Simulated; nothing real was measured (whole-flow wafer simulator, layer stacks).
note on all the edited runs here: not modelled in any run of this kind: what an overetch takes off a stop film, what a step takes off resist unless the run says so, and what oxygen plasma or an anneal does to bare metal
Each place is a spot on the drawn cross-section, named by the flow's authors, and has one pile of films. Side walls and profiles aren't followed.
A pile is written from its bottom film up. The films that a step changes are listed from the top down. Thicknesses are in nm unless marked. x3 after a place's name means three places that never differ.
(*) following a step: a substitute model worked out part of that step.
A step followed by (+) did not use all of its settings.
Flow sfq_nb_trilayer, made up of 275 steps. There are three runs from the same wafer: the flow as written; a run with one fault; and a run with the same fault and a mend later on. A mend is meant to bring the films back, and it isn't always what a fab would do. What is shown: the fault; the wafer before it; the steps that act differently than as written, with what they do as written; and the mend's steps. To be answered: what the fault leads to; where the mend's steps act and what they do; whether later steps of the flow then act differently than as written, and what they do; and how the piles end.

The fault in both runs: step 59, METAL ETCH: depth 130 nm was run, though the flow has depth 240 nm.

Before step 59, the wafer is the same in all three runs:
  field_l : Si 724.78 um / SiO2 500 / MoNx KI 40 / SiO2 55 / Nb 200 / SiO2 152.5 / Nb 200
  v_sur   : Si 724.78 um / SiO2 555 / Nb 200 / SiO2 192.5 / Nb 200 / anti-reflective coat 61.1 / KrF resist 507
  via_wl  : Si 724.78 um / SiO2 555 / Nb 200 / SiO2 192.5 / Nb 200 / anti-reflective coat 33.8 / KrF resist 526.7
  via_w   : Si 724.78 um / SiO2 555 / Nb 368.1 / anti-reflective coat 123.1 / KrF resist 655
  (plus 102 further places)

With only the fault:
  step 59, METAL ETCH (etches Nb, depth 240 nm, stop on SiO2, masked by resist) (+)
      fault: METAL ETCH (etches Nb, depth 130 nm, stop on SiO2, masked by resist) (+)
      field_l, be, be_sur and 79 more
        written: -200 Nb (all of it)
        fault: -130 Nb
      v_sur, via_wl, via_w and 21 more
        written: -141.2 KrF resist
        fault: -76.5 KrF resist
  Later steps of the flow acting differently than as written:
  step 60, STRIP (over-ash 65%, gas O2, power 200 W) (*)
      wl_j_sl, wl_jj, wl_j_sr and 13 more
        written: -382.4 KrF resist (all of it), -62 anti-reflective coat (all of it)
        fault: -447.1 KrF resist (all of it), -62 anti-reflective coat (all of it)
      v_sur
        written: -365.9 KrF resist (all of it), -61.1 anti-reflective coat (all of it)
        fault: -430.6 KrF resist (all of it), -61.1 anti-reflective coat (all of it)
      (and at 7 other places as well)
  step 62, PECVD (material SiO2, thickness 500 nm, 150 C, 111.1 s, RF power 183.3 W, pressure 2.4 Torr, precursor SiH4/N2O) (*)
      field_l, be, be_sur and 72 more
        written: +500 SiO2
        fault: +500 SiO2 (new film)
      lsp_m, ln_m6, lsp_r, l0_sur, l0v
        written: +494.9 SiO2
        fault: +500 SiO2 (new film)
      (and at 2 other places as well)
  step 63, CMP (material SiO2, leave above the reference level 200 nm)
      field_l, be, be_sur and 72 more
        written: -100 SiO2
        fault: -170 SiO2
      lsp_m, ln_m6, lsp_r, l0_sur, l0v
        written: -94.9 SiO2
        fault: -170 SiO2
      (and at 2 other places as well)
  At field_l, be, be_sur and 79 more, the piles at the end differ from the flow's by more than 2% or 0.5 nm, whichever is larger.
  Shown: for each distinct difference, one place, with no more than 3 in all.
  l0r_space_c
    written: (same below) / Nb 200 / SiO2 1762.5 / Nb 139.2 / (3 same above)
    fault: (same below) / Nb 200 / SiO2 192.5 / Nb 70 / SiO2 1500 / Nb 139.2 / (3 same above)
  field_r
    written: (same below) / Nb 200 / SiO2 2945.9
    fault: (same below) / Nb 200 / SiO2 192.5 / Nb 70 / SiO2 2683.4
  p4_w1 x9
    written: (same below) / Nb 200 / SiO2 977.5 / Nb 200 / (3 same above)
    fault: (same below) / Nb 200 / SiO2 192.5 / Nb 70 / SiO2 715 / Nb 200 / (3 same above)

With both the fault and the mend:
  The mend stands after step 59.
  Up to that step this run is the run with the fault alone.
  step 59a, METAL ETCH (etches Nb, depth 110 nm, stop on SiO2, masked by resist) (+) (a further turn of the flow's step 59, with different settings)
      field_l, be, be_sur and 79 more
        -70 Nb (all of it)
      v_sur, via_wl, via_w and 21 more
        -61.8 KrF resist
  Later steps of the flow that are run all act as written at every place that is followed, up to a difference of at most 2% or 0.5 nm, whichever is larger.
  The piles end the same as the flow's at every place that both follow.
